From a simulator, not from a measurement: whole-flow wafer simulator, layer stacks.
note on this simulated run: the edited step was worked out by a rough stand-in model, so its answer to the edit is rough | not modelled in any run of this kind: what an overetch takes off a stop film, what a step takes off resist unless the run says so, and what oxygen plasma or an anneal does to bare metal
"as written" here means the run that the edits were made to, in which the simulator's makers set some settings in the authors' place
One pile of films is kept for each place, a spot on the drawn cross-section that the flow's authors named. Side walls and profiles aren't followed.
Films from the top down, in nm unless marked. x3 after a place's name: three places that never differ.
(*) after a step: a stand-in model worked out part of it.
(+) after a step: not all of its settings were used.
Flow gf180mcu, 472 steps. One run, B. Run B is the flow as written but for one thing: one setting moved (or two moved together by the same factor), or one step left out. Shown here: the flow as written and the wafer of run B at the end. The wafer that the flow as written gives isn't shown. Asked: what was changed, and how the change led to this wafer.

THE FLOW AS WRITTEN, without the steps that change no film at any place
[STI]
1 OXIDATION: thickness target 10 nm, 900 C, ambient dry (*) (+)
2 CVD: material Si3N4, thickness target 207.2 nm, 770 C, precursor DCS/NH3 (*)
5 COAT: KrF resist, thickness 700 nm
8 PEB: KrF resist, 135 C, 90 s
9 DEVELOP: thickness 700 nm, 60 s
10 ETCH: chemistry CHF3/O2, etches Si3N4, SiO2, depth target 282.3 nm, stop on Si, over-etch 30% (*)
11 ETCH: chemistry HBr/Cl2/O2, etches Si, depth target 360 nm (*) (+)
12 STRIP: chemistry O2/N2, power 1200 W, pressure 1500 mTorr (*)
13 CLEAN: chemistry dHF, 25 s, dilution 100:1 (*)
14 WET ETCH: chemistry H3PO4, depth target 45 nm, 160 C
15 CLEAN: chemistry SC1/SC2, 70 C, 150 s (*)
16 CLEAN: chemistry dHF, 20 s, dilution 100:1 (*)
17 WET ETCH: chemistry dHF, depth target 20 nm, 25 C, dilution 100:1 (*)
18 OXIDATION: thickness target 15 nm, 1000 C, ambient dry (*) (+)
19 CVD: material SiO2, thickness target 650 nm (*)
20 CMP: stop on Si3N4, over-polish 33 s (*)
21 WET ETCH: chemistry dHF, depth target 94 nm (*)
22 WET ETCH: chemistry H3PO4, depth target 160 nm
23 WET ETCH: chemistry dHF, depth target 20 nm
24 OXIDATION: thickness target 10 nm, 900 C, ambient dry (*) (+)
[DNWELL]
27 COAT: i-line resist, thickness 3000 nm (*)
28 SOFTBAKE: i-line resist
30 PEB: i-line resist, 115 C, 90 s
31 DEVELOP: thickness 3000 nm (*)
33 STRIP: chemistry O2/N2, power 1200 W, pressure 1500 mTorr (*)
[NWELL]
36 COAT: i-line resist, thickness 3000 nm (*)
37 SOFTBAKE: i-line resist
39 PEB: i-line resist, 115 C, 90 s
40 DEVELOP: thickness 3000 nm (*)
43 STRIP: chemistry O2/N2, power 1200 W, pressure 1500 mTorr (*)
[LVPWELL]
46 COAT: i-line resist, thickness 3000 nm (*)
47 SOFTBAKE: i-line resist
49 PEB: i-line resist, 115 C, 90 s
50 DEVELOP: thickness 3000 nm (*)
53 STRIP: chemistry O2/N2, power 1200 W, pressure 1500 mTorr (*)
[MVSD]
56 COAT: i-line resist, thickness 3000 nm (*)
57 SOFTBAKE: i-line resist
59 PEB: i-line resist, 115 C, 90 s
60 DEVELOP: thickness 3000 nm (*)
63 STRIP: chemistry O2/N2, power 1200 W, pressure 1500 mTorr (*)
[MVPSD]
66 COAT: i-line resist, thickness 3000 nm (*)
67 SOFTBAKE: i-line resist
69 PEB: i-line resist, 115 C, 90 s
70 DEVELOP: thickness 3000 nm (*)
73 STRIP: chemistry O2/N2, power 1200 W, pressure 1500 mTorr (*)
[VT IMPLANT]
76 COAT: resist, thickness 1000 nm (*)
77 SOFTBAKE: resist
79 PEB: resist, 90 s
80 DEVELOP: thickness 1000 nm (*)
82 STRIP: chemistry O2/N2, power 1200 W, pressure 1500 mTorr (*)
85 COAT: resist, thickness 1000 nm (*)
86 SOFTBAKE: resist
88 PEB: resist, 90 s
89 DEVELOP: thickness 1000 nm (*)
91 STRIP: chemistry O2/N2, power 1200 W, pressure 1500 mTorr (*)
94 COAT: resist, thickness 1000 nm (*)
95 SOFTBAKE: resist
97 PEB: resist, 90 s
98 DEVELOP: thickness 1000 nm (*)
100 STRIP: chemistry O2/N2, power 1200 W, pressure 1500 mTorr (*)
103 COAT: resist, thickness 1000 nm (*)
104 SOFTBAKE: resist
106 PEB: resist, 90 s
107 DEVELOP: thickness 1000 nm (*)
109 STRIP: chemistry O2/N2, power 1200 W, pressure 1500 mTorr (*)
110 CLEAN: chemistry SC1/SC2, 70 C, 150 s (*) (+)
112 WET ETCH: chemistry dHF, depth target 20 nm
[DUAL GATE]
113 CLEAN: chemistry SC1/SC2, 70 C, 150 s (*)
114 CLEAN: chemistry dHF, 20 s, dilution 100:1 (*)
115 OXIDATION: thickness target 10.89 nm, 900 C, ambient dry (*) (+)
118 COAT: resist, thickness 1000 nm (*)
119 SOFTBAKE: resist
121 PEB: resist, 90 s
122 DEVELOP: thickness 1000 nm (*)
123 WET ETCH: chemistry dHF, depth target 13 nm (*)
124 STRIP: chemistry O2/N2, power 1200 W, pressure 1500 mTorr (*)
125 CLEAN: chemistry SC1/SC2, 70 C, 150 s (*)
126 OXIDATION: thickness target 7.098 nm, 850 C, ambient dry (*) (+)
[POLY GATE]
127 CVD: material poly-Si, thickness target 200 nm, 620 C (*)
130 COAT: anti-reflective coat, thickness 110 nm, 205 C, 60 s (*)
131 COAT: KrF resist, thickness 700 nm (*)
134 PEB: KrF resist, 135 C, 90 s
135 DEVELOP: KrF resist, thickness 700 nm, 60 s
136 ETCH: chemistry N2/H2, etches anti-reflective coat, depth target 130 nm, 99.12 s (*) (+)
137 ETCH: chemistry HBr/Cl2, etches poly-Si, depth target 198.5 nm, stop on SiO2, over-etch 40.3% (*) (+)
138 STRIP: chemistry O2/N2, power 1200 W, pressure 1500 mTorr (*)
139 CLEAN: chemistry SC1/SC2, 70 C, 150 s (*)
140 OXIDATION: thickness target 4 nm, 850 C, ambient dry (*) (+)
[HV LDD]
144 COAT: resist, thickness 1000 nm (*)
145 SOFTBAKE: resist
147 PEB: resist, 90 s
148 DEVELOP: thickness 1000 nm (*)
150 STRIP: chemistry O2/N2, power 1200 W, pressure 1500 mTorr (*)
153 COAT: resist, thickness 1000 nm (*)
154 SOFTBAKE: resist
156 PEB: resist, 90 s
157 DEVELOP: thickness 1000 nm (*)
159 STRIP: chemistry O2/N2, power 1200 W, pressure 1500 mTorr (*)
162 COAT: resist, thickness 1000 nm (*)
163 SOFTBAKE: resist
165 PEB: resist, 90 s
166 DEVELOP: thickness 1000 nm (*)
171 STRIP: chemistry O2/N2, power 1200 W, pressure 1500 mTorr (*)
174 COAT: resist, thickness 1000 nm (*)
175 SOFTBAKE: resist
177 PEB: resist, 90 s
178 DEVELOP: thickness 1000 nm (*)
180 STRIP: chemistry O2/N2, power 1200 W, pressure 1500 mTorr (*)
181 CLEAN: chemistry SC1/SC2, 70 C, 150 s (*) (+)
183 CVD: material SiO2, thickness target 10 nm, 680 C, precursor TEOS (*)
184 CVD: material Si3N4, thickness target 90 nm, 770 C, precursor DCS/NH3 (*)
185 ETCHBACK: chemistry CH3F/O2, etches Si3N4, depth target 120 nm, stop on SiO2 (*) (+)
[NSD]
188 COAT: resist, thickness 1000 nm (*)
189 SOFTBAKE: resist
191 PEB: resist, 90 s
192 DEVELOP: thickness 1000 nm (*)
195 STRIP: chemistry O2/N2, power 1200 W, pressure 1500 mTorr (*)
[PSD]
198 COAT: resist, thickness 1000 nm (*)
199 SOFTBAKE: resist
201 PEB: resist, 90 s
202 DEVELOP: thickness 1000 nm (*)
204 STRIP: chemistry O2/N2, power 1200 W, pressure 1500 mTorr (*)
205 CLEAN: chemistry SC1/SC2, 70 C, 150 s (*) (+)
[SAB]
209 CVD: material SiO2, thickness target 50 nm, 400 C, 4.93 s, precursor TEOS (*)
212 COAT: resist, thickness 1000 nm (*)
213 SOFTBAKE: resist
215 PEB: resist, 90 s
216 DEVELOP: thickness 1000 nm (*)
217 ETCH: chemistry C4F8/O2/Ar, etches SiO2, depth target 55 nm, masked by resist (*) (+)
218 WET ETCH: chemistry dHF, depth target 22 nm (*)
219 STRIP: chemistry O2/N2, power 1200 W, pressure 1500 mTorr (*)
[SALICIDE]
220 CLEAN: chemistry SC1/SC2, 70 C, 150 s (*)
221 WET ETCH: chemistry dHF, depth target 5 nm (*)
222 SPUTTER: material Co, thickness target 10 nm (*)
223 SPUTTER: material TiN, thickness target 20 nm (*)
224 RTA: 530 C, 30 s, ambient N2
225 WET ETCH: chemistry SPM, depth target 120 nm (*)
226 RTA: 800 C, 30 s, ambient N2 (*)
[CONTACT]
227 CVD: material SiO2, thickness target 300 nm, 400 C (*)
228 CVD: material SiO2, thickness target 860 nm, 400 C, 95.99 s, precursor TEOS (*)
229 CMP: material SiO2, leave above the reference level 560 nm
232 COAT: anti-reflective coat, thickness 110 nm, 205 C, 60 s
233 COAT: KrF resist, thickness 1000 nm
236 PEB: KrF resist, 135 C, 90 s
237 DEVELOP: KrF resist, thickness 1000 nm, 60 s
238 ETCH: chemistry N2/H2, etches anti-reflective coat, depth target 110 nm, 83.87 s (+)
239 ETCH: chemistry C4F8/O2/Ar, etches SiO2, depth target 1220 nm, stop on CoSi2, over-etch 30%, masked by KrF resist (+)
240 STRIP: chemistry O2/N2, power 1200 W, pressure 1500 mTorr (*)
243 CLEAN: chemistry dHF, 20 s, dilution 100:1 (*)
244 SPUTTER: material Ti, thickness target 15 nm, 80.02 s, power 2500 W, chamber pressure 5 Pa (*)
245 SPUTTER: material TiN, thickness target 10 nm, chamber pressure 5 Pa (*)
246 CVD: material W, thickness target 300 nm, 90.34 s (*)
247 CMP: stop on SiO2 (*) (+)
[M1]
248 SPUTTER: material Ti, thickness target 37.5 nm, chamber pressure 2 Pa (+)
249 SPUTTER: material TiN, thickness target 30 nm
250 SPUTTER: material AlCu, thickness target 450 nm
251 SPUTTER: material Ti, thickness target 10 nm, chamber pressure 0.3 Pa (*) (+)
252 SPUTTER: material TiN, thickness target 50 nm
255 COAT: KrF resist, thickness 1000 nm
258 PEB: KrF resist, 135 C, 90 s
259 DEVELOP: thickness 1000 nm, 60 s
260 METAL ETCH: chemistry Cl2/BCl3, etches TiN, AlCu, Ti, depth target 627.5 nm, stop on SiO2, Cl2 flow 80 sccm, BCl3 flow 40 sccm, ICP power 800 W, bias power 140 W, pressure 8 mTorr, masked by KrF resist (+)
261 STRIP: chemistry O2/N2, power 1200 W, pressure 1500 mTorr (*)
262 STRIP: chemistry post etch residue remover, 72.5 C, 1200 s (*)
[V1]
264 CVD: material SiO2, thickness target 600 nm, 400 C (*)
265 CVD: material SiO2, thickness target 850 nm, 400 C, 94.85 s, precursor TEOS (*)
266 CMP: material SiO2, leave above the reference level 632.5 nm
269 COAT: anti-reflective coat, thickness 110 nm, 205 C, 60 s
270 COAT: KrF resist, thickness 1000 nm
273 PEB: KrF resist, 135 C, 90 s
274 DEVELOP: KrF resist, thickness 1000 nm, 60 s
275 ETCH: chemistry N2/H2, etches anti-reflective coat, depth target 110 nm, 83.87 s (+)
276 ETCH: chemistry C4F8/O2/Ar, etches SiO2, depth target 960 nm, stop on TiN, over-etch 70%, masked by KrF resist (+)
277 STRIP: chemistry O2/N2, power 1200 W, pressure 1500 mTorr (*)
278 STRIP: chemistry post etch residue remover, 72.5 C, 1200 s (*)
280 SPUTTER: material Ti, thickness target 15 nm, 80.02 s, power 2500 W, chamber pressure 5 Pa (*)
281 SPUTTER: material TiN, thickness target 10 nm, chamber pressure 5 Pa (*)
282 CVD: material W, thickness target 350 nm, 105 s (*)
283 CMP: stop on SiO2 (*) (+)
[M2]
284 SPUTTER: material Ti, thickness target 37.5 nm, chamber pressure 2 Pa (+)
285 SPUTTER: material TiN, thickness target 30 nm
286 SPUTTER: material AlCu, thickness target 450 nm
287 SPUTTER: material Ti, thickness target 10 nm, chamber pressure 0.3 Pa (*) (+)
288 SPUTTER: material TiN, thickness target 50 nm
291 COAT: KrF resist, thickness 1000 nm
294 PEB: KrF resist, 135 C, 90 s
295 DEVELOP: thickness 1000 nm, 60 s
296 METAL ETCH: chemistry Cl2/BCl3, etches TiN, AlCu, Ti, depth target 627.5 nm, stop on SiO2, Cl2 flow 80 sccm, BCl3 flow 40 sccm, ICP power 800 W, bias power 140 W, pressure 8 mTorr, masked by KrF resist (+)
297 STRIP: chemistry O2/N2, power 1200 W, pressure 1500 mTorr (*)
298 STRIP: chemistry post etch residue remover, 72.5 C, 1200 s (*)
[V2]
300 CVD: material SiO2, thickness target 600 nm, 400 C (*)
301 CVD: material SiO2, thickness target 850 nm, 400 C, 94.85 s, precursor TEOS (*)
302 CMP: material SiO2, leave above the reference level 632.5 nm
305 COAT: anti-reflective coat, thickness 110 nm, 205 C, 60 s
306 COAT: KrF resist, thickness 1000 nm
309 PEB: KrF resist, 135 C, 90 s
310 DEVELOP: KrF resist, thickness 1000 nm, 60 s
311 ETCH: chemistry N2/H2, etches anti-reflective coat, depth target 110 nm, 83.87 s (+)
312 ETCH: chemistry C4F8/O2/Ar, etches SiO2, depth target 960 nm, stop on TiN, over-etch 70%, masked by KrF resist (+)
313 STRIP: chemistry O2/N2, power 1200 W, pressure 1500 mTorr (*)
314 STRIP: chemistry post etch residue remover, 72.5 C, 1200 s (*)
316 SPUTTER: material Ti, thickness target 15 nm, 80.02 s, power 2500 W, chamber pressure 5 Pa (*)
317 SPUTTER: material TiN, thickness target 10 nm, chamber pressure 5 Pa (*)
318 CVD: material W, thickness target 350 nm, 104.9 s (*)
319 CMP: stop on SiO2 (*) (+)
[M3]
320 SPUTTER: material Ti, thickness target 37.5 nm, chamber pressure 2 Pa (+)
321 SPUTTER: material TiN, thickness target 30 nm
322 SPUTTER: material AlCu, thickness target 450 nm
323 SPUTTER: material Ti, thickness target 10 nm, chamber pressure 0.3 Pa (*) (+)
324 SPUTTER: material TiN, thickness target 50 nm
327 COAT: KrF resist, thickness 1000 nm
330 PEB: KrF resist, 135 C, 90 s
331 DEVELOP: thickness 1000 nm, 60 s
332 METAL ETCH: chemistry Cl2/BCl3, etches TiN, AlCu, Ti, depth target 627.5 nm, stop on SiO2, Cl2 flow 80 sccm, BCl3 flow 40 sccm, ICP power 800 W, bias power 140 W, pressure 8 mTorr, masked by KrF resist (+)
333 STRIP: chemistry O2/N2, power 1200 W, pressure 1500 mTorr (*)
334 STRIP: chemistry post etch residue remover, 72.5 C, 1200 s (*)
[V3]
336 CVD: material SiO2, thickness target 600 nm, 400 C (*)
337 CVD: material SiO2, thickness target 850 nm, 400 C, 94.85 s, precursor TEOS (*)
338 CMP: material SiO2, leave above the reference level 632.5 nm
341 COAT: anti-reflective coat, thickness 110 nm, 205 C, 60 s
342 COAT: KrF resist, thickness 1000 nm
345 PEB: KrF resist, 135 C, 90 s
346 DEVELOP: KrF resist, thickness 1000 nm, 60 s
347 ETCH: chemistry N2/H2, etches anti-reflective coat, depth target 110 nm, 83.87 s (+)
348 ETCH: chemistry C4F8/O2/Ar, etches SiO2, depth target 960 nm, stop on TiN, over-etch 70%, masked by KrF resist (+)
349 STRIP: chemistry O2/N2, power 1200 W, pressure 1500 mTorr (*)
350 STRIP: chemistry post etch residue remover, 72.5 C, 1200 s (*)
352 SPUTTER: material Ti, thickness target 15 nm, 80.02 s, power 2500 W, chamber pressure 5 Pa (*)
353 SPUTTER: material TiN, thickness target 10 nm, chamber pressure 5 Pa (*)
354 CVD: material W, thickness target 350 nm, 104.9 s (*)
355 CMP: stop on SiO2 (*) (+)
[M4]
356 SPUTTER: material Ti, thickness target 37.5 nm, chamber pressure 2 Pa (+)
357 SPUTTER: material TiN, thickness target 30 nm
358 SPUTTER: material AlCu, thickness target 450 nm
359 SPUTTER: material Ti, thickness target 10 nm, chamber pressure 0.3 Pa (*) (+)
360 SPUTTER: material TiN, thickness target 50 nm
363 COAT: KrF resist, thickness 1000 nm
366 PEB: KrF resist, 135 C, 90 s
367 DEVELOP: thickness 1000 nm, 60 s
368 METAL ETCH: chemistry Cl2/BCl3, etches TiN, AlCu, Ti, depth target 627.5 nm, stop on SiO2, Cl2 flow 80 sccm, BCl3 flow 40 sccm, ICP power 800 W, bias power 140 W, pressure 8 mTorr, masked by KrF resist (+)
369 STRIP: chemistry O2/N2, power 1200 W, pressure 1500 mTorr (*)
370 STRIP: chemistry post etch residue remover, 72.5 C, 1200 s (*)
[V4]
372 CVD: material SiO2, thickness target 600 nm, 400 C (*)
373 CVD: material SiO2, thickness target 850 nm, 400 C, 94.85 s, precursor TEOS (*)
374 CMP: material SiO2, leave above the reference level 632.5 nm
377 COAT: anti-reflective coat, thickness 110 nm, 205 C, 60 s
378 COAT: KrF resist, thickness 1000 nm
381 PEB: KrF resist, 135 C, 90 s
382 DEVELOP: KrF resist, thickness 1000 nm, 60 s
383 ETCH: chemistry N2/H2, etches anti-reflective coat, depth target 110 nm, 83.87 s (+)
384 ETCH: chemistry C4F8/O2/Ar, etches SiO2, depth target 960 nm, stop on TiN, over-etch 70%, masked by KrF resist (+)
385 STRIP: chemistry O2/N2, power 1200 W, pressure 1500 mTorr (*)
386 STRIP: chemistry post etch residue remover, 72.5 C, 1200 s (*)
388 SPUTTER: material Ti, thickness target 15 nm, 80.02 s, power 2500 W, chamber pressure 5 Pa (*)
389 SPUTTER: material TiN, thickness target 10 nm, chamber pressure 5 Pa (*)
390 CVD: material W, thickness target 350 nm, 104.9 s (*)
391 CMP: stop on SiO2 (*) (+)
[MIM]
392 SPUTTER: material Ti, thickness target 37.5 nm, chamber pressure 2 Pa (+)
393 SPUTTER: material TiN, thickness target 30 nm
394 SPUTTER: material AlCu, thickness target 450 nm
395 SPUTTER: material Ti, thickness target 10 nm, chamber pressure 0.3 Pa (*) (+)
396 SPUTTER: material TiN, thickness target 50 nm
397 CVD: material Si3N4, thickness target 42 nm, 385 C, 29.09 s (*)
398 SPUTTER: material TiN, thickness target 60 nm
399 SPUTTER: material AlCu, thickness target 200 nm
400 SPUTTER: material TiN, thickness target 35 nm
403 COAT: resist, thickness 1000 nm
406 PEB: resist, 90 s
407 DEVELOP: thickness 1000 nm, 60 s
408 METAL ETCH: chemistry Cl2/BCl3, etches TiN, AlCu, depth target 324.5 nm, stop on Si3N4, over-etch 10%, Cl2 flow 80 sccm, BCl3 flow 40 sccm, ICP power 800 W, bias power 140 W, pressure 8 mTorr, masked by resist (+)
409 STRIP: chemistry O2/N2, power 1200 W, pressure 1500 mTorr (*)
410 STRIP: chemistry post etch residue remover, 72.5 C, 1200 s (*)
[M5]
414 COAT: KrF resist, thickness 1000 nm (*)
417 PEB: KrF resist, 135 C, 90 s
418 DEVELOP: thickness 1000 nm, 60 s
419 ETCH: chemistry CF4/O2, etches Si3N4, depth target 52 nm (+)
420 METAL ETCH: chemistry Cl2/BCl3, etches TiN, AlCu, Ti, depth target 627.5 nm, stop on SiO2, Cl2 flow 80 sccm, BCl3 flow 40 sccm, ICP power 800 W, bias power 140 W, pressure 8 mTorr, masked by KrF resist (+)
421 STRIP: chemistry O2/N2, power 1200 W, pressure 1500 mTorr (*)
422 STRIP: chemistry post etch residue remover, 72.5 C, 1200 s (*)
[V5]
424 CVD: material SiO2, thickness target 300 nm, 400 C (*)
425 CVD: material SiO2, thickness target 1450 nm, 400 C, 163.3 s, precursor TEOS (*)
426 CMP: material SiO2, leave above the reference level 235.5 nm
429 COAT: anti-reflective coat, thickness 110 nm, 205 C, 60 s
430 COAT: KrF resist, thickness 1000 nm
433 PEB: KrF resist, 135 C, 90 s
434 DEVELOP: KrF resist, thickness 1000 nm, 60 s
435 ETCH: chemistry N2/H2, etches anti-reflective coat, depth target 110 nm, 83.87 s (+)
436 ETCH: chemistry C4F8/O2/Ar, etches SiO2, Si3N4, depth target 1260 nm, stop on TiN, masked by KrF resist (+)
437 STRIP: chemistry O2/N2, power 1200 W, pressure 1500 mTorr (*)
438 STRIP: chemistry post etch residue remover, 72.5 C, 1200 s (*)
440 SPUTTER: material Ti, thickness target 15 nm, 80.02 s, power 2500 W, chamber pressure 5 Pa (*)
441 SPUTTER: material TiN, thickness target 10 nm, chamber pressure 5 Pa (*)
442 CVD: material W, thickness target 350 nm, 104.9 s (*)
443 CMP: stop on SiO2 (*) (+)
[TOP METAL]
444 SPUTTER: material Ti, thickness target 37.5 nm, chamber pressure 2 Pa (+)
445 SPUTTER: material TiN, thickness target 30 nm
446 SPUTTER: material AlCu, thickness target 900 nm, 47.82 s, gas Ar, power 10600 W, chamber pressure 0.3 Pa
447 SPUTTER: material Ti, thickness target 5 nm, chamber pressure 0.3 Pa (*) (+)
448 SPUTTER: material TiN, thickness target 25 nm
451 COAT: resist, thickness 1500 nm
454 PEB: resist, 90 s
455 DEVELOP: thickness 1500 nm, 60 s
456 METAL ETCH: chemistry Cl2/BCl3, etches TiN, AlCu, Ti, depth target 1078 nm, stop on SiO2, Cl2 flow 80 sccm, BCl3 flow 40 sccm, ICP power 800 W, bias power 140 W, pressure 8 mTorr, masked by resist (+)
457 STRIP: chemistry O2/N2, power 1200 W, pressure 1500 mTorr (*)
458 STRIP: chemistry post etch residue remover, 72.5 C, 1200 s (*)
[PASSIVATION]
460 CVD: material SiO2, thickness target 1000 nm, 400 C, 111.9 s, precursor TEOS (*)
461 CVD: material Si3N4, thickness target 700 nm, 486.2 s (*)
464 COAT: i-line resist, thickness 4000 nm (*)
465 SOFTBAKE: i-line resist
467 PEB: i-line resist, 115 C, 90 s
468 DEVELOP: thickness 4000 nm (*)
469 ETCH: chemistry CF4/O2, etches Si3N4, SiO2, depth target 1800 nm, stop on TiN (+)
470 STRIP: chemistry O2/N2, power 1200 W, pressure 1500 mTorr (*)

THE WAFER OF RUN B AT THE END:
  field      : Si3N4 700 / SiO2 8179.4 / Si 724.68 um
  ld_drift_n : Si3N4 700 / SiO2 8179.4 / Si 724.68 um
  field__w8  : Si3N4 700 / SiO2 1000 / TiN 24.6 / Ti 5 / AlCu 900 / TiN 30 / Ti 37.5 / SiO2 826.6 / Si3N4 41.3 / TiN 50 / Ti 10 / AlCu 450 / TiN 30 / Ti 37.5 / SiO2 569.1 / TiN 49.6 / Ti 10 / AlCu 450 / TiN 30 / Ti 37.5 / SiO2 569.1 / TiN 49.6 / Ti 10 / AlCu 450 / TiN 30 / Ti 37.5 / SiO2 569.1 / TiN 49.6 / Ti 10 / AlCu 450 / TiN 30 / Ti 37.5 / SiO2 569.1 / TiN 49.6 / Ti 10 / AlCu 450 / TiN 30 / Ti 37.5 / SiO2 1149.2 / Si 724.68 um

The cause: step 11, ETCH: depth target 312 nm was run, where the flow has depth target 360 nm.

How the change led to this, step by step:
  11 ETCH: chemistry HBr/Cl2/O2, etches Si, depth target 360 nm (*) (+)
      active, n_well, p_well and 40 more: KrF resist -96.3 (as written it would be: KrF resist -112.3)
      field, field_sub, sti and 34 more: Si -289 (as written it would be: Si -337)
  12 STRIP: chemistry O2/N2, power 1200 W, pressure 1500 mTorr (*)
      active, n_well, p_well and 40 more: KrF resist -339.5 (all of it) (as written it would be: KrF resist -323.5 (all of it))
  19 CVD: material SiO2, thickness target 650 nm (*)
      m1, ld_fp_n, ld_drift_n and 8 more: SiO2 +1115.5 (as written it would be: SiO2 +1163.5)
  20 CMP: stop on Si3N4, over-polish 33 s (*)
      sti, mim_1p0, pad and 11 more: SiO2 -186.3 (as written it would be: SiO2 -138.3)
      nw_enc_fld, nw_enc_fld_lv: SiO2 -190.4 (as written it would be: SiO2 -142.4)
      (and at 10 more places)
